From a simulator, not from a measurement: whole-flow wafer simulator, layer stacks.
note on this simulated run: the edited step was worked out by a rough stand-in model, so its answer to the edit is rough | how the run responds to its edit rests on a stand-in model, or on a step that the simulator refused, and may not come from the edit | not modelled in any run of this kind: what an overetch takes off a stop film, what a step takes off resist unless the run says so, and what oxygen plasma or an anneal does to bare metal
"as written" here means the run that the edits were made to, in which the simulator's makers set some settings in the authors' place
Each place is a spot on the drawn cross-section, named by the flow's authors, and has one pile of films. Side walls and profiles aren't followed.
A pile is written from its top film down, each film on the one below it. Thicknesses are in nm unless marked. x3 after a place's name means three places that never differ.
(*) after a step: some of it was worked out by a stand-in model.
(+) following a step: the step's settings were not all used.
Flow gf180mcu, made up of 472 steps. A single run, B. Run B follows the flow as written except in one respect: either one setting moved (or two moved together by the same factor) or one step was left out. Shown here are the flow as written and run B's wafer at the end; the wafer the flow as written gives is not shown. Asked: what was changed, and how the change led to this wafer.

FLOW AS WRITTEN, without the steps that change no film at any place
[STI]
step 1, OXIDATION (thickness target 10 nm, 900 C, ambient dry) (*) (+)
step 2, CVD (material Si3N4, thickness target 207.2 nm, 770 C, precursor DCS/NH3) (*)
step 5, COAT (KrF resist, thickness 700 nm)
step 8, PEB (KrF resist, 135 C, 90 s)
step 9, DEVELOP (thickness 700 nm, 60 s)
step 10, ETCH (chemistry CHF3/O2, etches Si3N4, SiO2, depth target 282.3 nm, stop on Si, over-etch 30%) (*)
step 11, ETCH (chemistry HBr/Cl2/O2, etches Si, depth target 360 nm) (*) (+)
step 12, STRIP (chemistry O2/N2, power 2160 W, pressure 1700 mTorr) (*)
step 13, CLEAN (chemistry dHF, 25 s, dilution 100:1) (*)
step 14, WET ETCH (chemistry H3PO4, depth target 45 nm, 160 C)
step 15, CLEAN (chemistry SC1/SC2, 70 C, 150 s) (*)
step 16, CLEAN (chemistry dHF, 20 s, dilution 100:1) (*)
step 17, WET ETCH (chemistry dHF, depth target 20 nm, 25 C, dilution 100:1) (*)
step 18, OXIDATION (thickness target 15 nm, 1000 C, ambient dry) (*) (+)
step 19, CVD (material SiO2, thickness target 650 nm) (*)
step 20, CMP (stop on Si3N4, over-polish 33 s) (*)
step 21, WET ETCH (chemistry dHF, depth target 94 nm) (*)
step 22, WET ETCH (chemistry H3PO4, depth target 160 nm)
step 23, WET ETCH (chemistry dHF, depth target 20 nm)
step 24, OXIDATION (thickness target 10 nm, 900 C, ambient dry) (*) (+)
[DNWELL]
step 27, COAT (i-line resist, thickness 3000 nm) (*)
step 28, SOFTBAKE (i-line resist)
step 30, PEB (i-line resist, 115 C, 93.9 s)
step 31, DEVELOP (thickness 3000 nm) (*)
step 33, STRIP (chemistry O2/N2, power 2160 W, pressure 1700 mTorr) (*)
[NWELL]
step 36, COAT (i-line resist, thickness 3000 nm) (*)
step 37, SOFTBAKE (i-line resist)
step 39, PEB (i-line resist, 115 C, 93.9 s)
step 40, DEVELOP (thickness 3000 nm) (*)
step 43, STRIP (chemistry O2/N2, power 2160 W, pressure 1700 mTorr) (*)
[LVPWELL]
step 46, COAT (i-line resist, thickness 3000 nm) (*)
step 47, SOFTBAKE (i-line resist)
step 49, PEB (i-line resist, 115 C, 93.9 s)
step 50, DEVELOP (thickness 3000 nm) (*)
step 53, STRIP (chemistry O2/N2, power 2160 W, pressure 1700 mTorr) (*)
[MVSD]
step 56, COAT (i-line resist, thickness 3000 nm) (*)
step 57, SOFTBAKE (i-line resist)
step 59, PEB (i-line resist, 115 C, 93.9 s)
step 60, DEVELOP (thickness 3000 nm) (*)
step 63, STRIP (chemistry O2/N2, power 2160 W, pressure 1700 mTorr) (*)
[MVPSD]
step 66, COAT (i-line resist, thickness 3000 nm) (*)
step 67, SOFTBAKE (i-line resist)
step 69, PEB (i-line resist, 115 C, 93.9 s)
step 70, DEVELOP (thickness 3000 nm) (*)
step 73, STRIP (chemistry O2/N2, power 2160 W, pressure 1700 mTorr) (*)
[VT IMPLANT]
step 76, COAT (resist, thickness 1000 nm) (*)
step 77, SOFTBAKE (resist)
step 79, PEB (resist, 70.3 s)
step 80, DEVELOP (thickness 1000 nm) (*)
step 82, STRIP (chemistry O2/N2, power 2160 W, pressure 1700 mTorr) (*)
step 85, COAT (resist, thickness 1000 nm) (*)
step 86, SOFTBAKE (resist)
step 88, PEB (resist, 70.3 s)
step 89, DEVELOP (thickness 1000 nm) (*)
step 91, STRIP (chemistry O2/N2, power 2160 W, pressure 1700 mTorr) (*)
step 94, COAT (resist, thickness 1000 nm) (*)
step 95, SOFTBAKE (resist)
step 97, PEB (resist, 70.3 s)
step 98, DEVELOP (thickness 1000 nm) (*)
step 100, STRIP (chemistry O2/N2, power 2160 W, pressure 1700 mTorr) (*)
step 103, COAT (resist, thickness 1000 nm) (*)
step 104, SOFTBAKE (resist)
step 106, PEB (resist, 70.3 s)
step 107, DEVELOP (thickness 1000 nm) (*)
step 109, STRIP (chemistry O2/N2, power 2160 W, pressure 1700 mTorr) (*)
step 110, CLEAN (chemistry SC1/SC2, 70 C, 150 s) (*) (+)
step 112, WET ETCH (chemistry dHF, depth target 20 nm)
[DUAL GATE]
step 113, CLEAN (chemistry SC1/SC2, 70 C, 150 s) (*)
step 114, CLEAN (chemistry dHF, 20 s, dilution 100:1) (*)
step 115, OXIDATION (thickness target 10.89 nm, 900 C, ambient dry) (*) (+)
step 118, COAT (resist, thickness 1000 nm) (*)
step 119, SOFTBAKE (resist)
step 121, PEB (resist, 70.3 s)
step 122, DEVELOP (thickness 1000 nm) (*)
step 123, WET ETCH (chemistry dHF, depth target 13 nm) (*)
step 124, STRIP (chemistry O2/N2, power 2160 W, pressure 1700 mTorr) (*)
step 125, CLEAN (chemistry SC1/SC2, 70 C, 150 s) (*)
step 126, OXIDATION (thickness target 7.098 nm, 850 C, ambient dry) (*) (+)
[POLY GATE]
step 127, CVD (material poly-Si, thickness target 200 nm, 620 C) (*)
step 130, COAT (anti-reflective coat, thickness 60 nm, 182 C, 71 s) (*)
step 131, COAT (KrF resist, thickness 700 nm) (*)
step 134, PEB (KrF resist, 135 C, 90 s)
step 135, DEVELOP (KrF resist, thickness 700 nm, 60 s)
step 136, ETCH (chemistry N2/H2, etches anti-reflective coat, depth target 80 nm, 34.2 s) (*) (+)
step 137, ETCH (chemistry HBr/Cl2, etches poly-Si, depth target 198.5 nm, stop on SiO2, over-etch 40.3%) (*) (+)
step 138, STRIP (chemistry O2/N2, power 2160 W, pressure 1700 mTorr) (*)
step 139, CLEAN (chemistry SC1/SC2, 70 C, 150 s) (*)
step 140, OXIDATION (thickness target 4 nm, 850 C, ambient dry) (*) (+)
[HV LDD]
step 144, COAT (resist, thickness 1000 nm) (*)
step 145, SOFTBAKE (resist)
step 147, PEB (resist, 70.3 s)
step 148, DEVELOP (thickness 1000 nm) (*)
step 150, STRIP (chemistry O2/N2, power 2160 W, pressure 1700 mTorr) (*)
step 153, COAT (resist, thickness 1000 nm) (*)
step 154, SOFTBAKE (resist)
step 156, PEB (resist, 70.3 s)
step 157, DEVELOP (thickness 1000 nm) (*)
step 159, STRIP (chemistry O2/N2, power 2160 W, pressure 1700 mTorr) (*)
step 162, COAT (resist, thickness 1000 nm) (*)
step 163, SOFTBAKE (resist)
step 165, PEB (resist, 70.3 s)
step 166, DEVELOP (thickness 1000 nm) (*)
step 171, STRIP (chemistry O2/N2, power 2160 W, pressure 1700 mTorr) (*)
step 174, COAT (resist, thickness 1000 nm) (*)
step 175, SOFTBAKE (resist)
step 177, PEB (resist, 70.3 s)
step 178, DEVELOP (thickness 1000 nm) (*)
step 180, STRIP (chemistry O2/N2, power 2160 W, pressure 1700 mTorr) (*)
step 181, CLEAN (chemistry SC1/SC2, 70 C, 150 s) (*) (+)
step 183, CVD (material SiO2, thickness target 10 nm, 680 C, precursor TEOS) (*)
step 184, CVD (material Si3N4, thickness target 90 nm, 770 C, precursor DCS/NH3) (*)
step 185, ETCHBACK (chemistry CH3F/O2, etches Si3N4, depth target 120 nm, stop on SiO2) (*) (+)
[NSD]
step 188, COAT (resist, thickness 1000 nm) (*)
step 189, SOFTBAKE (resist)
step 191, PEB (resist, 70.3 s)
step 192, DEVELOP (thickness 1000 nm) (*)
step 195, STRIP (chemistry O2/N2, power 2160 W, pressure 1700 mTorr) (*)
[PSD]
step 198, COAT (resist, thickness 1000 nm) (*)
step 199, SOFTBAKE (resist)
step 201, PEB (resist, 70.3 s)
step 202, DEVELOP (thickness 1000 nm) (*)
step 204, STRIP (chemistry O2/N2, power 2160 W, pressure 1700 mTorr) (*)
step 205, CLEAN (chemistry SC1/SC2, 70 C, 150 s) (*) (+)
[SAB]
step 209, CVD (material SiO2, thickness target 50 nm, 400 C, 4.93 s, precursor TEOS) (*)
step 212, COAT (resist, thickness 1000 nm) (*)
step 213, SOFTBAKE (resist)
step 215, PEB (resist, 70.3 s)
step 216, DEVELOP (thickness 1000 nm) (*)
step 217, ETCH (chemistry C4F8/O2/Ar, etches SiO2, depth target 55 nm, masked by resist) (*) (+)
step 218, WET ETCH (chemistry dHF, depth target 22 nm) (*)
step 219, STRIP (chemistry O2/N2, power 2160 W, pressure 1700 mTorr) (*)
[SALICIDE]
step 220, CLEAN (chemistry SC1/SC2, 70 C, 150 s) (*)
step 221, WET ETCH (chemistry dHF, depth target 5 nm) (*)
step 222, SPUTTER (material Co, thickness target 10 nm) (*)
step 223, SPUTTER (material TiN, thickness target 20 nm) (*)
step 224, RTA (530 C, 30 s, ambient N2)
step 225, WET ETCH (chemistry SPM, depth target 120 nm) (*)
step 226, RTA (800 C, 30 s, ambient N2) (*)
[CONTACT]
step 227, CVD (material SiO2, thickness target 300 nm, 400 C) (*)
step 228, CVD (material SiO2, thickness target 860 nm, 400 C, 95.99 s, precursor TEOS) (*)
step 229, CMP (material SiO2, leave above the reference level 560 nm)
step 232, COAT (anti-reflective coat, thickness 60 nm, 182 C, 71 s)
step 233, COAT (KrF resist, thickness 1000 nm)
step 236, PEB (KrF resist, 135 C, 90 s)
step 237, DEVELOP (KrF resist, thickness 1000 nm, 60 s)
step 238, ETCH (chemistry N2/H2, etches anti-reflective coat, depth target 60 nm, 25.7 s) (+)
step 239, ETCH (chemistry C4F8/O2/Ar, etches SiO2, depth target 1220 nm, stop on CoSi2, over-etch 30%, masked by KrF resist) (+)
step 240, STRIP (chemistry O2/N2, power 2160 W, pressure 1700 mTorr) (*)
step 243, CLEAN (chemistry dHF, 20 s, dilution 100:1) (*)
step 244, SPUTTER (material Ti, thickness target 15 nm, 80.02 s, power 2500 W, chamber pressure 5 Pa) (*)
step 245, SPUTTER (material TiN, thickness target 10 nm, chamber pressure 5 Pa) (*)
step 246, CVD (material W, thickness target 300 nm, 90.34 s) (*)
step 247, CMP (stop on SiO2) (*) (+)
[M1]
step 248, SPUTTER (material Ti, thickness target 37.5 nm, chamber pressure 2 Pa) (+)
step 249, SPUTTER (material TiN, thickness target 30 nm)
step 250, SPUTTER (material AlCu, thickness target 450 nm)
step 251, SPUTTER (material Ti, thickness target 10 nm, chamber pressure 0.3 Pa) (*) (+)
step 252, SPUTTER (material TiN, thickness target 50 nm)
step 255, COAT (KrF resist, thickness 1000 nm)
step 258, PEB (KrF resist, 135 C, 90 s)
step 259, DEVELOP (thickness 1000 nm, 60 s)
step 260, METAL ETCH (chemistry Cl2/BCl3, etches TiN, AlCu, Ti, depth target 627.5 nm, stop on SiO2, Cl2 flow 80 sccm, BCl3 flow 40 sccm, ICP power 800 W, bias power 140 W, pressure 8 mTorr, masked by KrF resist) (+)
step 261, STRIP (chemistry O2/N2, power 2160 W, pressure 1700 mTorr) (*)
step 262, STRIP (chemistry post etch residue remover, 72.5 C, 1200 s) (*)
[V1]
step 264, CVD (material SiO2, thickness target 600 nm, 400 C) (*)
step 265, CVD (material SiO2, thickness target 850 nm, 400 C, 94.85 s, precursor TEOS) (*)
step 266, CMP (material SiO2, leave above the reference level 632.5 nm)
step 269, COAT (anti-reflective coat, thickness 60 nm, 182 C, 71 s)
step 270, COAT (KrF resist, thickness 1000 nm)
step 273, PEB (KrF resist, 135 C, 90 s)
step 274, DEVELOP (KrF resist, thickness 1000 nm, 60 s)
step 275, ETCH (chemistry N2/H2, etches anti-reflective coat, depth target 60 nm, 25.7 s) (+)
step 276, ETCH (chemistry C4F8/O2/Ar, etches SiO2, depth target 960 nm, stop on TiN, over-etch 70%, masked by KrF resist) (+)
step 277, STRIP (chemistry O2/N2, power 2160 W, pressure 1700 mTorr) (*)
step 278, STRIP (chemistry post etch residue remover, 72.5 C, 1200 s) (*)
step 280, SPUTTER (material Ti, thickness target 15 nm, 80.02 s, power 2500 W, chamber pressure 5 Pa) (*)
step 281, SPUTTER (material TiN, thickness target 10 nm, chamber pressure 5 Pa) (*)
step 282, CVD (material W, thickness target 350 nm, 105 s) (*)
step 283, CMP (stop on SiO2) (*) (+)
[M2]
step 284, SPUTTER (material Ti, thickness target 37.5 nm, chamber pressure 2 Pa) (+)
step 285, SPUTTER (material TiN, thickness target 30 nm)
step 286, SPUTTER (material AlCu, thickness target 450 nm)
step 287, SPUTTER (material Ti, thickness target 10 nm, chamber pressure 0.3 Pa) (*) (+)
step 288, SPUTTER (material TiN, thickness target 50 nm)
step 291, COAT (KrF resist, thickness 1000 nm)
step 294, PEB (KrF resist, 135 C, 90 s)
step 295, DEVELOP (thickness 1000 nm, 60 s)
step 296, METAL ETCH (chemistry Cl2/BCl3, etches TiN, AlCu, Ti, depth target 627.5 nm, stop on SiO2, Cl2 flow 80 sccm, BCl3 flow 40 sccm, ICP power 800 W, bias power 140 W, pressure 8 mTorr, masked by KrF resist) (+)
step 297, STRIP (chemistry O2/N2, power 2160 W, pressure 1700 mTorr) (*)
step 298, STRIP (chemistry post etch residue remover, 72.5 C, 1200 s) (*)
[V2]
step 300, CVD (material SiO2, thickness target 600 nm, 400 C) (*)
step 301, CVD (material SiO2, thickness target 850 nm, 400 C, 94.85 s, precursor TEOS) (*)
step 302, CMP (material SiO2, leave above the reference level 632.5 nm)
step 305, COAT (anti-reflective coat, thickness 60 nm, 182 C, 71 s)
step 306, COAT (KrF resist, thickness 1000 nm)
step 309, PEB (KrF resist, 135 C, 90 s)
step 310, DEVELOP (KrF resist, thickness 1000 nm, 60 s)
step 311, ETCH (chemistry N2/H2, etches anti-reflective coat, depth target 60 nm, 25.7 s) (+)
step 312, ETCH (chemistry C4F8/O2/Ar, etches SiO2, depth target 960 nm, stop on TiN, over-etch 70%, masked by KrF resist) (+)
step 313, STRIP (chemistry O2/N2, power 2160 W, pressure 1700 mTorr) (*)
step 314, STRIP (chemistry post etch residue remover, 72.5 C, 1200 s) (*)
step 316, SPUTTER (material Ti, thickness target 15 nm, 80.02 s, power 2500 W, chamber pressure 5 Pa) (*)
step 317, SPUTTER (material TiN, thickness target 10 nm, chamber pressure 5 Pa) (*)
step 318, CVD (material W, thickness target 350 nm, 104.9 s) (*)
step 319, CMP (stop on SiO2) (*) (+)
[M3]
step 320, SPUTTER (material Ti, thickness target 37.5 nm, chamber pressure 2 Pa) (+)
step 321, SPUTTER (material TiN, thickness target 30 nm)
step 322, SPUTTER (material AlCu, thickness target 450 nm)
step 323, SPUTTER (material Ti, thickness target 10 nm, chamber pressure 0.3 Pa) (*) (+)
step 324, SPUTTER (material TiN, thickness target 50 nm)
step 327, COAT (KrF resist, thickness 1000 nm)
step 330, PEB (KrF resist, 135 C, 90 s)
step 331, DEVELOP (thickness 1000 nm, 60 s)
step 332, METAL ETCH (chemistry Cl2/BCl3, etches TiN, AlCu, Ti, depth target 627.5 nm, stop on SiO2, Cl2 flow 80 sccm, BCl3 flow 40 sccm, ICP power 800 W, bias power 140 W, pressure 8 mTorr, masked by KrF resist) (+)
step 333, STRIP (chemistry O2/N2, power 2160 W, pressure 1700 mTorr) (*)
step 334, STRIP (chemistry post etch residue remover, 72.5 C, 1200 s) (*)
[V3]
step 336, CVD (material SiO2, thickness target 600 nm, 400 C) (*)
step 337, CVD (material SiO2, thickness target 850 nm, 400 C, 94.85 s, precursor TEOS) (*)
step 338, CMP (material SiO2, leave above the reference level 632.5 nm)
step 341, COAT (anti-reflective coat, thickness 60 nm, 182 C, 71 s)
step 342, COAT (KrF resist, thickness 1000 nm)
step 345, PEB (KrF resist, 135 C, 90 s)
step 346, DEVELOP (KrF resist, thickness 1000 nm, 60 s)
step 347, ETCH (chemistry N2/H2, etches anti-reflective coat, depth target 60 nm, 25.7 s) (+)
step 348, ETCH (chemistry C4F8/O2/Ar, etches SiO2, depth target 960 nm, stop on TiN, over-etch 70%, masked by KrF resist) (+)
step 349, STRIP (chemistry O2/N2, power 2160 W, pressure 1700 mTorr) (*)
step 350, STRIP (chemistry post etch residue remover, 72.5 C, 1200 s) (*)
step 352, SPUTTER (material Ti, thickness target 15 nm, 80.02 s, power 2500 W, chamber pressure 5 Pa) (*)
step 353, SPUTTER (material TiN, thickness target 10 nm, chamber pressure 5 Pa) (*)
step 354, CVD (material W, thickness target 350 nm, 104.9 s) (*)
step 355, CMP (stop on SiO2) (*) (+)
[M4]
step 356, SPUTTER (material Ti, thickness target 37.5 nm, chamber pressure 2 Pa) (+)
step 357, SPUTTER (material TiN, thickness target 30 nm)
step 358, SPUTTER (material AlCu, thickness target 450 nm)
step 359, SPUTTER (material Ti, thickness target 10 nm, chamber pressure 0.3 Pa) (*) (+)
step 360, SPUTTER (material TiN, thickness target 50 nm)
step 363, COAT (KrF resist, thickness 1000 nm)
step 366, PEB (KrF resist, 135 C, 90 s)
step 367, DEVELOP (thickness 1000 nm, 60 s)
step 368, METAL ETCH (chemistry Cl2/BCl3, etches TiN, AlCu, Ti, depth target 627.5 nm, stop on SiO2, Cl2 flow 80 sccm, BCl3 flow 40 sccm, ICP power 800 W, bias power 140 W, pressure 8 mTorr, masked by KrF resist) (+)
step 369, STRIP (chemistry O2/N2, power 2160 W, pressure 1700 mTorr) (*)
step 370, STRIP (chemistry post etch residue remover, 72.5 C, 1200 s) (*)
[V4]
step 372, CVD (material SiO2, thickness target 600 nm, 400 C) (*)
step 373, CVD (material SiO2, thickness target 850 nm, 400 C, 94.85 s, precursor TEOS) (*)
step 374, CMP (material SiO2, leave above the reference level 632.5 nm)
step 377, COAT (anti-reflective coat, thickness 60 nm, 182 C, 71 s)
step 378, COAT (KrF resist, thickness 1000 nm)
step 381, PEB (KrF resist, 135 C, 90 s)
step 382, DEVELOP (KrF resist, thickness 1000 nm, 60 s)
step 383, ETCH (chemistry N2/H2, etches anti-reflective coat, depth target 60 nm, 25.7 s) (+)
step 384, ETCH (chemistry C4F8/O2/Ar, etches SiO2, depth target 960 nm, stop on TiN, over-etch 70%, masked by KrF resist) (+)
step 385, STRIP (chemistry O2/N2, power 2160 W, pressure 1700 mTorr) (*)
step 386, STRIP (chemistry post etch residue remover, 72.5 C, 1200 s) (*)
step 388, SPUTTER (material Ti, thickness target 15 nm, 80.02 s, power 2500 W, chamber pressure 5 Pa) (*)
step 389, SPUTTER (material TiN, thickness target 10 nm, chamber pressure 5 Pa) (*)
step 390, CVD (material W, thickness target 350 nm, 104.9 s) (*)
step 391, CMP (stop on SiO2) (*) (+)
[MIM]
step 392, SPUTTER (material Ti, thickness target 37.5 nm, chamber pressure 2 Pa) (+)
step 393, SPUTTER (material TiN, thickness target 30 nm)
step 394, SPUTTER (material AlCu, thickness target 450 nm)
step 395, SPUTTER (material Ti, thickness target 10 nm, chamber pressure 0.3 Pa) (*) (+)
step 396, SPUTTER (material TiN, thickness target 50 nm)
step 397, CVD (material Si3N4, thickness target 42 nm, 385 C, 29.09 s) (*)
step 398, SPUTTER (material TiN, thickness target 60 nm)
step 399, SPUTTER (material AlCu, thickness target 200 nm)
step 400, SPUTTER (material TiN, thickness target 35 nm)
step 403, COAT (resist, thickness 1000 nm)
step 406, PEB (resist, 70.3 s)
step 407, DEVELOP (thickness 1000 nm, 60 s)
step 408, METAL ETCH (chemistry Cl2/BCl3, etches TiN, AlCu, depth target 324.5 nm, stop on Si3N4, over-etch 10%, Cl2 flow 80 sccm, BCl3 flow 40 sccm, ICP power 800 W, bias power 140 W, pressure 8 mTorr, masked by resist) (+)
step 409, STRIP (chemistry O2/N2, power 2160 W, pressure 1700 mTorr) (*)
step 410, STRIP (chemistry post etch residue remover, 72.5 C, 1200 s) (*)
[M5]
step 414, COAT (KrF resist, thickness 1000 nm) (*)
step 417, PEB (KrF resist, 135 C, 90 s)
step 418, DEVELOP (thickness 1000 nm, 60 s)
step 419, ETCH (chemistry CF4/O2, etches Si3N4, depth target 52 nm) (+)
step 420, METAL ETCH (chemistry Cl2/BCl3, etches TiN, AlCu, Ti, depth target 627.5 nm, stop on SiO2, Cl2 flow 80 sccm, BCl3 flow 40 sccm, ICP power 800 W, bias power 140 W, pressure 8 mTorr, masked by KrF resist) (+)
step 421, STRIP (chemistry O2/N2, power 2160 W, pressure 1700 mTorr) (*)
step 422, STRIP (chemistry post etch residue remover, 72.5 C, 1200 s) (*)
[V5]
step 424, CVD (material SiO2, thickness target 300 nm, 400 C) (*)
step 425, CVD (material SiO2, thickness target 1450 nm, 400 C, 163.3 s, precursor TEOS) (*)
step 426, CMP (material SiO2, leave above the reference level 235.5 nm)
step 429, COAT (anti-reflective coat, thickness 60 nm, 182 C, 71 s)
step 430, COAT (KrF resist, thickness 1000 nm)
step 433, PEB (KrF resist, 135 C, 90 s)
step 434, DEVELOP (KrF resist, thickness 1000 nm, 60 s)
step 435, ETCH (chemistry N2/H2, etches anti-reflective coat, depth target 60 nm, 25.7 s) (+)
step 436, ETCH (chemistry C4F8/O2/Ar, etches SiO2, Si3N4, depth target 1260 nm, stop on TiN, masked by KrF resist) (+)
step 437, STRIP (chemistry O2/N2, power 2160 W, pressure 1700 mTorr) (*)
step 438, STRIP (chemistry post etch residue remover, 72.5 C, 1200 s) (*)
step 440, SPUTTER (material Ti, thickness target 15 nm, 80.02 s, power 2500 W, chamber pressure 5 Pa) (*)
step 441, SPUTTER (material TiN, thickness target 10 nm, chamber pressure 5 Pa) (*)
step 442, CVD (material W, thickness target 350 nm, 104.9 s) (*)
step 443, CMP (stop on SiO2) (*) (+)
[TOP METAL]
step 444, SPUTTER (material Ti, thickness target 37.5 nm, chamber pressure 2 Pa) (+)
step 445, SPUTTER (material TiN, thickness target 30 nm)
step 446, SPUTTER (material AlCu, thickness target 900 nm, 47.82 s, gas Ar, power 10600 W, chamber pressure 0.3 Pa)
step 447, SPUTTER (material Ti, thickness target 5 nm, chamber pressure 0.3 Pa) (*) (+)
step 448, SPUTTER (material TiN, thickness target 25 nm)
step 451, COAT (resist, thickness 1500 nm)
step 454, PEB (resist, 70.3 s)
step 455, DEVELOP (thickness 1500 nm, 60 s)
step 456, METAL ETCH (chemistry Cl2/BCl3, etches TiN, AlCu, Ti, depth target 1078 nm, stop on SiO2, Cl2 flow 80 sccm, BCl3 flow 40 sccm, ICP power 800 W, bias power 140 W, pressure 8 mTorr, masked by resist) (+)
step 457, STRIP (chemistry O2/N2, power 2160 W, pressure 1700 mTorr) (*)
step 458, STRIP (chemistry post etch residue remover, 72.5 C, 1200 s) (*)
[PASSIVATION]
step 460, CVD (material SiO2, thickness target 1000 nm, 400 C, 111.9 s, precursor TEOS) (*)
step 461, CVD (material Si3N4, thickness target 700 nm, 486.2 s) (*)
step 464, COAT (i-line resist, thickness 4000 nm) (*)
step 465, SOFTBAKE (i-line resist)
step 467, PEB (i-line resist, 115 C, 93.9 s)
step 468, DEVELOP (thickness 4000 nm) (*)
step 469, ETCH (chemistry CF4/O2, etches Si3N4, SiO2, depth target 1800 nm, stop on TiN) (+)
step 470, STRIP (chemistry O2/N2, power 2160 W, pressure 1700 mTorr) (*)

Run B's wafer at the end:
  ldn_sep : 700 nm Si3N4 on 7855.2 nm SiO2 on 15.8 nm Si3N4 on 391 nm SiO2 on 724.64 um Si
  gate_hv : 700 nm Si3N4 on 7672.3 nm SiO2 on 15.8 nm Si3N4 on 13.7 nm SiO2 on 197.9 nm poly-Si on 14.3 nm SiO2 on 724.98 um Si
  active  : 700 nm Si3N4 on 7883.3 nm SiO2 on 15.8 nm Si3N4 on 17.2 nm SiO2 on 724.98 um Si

Cause: step 184, CVD: thickness target 140 nm was run, though the flow has thickness target 90 nm.

Step by step, how the change led to this:
  step 184, CVD (material Si3N4, thickness target 90 nm, 770 C, precursor DCS/NH3) (*)
      field, field__w1, field__w2 and 101 more: Si3N4 gains 140 (new film) (as written it would have been: Si3N4 gains 90 (new film))
  step 185, ETCHBACK (chemistry CH3F/O2, etches Si3N4, depth target 120 nm, stop on SiO2) (*) (+)
      field, field__w1, field__w2 and 100 more: Si3N4 loses 120 (as written it would have been: Si3N4 loses 90 (all of it), SiO2 loses 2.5)
  step 188, COAT (resist, thickness 1000 nm) (*)
      field__w9: resist gains 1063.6 (new film) (as written it would have been: resist gains 1041.8 (new film))
      spacer: resist gains 893.1 (new film) (as written it would have been: resist gains 920.2 (new film))
  step 189, SOFTBAKE (resist)
      field__w9: resist loses 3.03 (as written it would have been: resist gains 6.92)
      field__w11: resist loses 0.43 (as written it would have been: resist gains 0.14)
      (and at 29 other places as well)
  step 192, DEVELOP (thickness 1000 nm) (*)
      spacer: resist loses 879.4 (all of it) (as written it would have been: resist loses 905.9 (all of it))
  step 198, COAT (resist, thickness 1000 nm) (*)
      field__w9: resist gains 1063.6 (new film) (as written it would have been: resist gains 1041.8 (new film))
      spacer: resist gains 893.1 (new film) (as written it would have been: resist gains 920.2 (new film))
  step 199, SOFTBAKE (resist)
      field__w9: resist loses 3.03 (as written it would have been: resist gains 6.92)
      field__w11: resist loses 0.43 (as written it would have been: resist gains 0.14)
      (and at 32 other places as well)
  step 204, STRIP (chemistry O2/N2, power 2160 W, pressure 1700 mTorr) (*)
      spacer: resist loses 879.3 (all of it) (as written it would have been: resist loses 905.9 (all of it))
  step 205, CLEAN (chemistry SC1/SC2, 70 C, 150 s) (*) (+)
      field, field__w1, field__w2 and 105 more: Si3N4 loses 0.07 (as written it would have been: SiO2 loses 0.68)
  step 209, CVD (material SiO2, thickness target 50 nm, 400 C, 4.93 s, precursor TEOS) (*)
      field, field__w7, field__w8 and 73 more: SiO2 gains 50 (new film) (as written it would have been: SiO2 gains 50)
      field_sub, field_sub__w2, ld_drn_n, ld_sd_p: SiO2 gains 48.7 (new film) (as written it would have been: SiO2 gains 48.8)
      (and at 28 other places as well)
  step 212, COAT (resist, thickness 1000 nm) (*)
      spacer: resist gains 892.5 (new film) (as written it would have been: resist gains 919.4 (new film))
  step 213, SOFTBAKE (resist)
      npoly_sal: resist gains 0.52 (as written it would have been: resist loses 0.55)
      field__w1: resist gains 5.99 (as written it would have been: resist gains 5.43)
      (and at 20 other places as well)
  step 216, DEVELOP (thickness 1000 nm) (*)
      spacer: resist loses 878.8 (all of it) (as written it would have been: resist loses 905.1 (all of it))
  step 217, ETCH (chemistry C4F8/O2/Ar, etches SiO2, depth target 55 nm, masked by resist) (*) (+)
      field, field__w7, field__w8 and 70 more: SiO2 loses 50 (all of it), Si3N4 loses 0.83 (as written it would have been: SiO2 loses 55)
      field__w1, m1, nw_enc_fld_lv__w3: SiO2 loses 49.2 (all of it), Si3N4 loses 0.97 (as written it would have been: SiO2 loses 55)
      (and at 23 other places as well)
  step 218, WET ETCH (chemistry dHF, depth target 22 nm) (*)
      gate, gate_hv, gate_p and 23 more: Si3N4 loses 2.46 (as written it would have been: SiO2 loses 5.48 (all of it))
      field, field__w10, sti and 14 more: Si3N4 loses 2.46 (as written it would have been: SiO2 loses 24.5)
      (and at 56 other places as well)
  step 219, STRIP (chemistry O2/N2, power 2160 W, pressure 1700 mTorr) (*)
      gate, gate_hv, gate_p and 23 more: nothing (as written it would have been: chemical SiO2 gains 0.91 (new film), poly-Si loses 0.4)
      active, p_well, sd_n and 20 more: nothing (as written it would have been: chemical SiO2 gains 0.91 (new film), Si loses 0.4)
  ... another 13 steps ...
  step 471, ANNEAL (400 C, 1800 s, ambient N2/H2)
      polyc_n, polyc_p: under 9 films: void gains 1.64 (new film), Ti loses 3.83, TiSi first gains 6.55 (new film), poly-Si loses 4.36 (as written it would have been: nothing)
      contact: under 49 films: void gains 1.62 (new film), Ti loses 3.83, TiSi first gains 6.55 (new film), Si loses 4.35 (as written it would have been: nothing)
With metal films that touch counted as one body, gate_hv has 0 bodies; the flow as written gives 1 body.
With metal films that touch counted as one body, active has 0 bodies; the flow as written gives 1 body.
